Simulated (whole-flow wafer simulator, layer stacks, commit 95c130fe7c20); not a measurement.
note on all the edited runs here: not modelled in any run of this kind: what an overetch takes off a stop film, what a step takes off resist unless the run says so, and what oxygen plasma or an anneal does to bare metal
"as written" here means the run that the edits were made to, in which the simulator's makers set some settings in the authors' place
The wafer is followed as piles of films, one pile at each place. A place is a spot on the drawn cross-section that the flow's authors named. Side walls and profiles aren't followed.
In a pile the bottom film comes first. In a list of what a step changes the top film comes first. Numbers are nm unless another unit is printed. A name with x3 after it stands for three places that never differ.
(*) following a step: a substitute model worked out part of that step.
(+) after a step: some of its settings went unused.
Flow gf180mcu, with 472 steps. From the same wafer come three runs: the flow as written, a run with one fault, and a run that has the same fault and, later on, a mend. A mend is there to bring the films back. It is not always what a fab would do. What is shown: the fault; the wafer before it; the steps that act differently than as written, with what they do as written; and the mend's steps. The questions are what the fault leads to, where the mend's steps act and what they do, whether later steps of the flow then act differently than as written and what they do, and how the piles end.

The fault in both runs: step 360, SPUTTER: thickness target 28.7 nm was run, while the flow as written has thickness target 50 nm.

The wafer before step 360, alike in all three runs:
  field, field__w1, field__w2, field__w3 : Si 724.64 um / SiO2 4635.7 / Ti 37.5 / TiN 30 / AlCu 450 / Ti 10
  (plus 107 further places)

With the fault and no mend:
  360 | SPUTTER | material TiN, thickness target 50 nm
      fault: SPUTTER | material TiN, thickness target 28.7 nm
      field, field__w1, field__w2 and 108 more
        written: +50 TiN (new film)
        fault: +28.7 TiN (new film)
  Steps later in the flow that act otherwise than as written (not shown: 2 more steps that differ only slightly, by at most 2% or 0.5 nm, whichever is larger):
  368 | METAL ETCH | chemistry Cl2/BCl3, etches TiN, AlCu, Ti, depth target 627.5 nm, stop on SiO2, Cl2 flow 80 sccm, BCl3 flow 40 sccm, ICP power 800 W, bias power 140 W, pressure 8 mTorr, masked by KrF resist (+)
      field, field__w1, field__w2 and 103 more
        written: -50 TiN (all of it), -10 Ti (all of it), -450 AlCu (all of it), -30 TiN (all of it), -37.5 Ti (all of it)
        fault: -28.7 TiN (all of it), -10 Ti (all of it), -450 AlCu (all of it), -30 TiN (all of it), -37.5 Ti (all of it)
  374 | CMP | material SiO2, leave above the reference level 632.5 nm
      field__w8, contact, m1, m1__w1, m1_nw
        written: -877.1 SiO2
        fault: -855.8 SiO2
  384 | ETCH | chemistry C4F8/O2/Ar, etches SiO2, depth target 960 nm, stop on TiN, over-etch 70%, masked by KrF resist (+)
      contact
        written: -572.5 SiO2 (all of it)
        fault: -593.8 SiO2 (all of it)
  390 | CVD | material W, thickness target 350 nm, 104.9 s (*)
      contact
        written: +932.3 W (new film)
        fault: +953.8 W (new film)
  The piles end different from the flow's at field__w8, contact, m1, m1__w1, m1_nw by more than 2% or 0.5 nm, whichever is larger.
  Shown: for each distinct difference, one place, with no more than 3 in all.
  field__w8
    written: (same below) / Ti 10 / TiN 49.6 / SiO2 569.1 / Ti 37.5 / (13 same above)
    fault: (same below) / Ti 10 / TiN 28.3 / SiO2 590.4 / Ti 37.5 / (13 same above)
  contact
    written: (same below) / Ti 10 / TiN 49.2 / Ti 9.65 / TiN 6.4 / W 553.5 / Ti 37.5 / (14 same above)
    fault: (same below) / Ti 10 / TiN 27.9 / Ti 9.53 / TiN 6.32 / W 575 / Ti 37.5 / (14 same above)

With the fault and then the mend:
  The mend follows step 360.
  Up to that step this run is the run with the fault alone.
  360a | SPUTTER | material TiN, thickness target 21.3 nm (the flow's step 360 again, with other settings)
      field, field__w1, field__w2 and 108 more
        +21.3 TiN
  None of the later steps of the flow acts differently than as written at any place that is followed.
  At every place that both follow, the piles at the end match the flow's.
